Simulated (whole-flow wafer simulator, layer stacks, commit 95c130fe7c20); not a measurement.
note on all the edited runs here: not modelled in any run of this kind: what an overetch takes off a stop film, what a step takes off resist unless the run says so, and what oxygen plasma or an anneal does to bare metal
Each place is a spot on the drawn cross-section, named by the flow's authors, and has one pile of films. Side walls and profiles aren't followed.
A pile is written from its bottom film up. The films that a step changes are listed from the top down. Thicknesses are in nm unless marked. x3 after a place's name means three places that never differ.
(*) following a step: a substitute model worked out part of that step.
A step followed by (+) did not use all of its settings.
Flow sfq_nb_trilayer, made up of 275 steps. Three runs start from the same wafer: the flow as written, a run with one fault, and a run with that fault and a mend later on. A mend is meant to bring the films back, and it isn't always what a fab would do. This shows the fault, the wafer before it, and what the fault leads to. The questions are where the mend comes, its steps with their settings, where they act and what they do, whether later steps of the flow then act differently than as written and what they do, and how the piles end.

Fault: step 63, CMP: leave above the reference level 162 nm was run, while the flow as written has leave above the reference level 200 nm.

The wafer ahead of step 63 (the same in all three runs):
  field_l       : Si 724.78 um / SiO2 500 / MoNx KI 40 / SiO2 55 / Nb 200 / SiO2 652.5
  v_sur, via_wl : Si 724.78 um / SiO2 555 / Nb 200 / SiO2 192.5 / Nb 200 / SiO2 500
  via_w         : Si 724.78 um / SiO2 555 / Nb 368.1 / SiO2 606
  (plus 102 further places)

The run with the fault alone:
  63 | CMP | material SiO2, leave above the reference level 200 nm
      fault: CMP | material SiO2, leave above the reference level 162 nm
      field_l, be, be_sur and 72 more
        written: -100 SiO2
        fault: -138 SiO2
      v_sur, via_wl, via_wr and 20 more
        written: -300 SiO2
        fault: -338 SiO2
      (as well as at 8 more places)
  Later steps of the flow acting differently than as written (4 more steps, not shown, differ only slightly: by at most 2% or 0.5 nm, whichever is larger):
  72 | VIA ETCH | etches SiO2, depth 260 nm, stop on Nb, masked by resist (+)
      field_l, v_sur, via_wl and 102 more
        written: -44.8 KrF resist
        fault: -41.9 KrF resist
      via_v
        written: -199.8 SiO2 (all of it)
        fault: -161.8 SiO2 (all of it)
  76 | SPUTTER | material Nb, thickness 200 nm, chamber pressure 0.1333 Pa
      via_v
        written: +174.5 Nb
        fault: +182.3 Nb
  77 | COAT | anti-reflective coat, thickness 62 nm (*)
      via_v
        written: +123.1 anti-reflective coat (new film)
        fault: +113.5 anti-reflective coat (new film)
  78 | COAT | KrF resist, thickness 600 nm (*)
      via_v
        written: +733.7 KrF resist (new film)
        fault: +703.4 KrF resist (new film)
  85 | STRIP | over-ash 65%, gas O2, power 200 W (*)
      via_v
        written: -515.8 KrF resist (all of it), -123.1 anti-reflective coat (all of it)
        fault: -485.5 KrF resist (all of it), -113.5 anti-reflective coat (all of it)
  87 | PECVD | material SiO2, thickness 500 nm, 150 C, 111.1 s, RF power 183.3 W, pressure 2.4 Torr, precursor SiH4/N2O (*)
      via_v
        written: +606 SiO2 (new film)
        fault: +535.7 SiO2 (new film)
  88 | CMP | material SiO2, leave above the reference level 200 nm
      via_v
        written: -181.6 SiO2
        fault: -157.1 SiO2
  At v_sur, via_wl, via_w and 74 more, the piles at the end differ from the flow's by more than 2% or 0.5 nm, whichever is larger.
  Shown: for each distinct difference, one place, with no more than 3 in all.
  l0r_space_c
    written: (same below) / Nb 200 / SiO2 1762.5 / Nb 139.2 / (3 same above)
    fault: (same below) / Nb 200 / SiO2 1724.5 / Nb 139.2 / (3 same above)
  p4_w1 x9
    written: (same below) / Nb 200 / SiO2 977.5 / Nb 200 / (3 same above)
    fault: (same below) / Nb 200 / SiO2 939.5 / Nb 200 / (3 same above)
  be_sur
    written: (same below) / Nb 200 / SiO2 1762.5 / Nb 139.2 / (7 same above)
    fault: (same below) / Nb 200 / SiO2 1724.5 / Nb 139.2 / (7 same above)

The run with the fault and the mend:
  The mend follows step 70.
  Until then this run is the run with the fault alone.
  70a | STRIP | over-ash 65%, gas O2, power 200 W (*)
      field_l, v_sur, via_wl and 102 more
        -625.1 KrF resist (all of it), -62 anti-reflective coat (all of it)
      via_v
        -62 anti-reflective coat (all of it)
  70b | PECVD | material SiO2, thickness 38 nm, 150 C, 8.444 s, RF power 183.3 W, pressure 2.4 Torr, precursor SiH4/N2O (the flow's step 62 again, with other settings)
      field_l, v_sur, via_wl and 103 more
        +38 SiO2
  70c | COAT | anti-reflective coat, thickness 62 nm (the flow's step 65 again)
      field_l, v_sur, via_wl and 103 more
        +62 anti-reflective coat (new film)
  70d | COAT | KrF resist, thickness 650 nm (the flow's step 66 again)
      field_l, v_sur, via_wl and 103 more
        +650 KrF resist (new film)
  70e | SOFTBAKE | KrF resist (the flow's step 67 again)
      does not change any film at any place that is followed
  70f | EXPOSE | photomask I1, dose 11.91 mJ/cm2, NA 0.6, wavelength 248 nm (*) (the flow's step 68 again)
      does not change any film at any place that is followed
  70g | PEB | KrF resist, 90 s (the flow's step 69 again)
      field_l, v_sur, via_wl and 103 more
        -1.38 KrF resist
  70h | DEVELOP | KrF resist, thickness 650 nm, 60 s (the flow's step 70 again)
      field_l, v_sur, via_wl and 102 more
        -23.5 KrF resist
      via_v
        -648.6 KrF resist (all of it)
  None of the later steps of the flow differs from how it acts as written, at any place that is followed, by more than 2% or 0.5 nm, whichever is larger.
  The piles end the same as the flow's at every place that both follow.
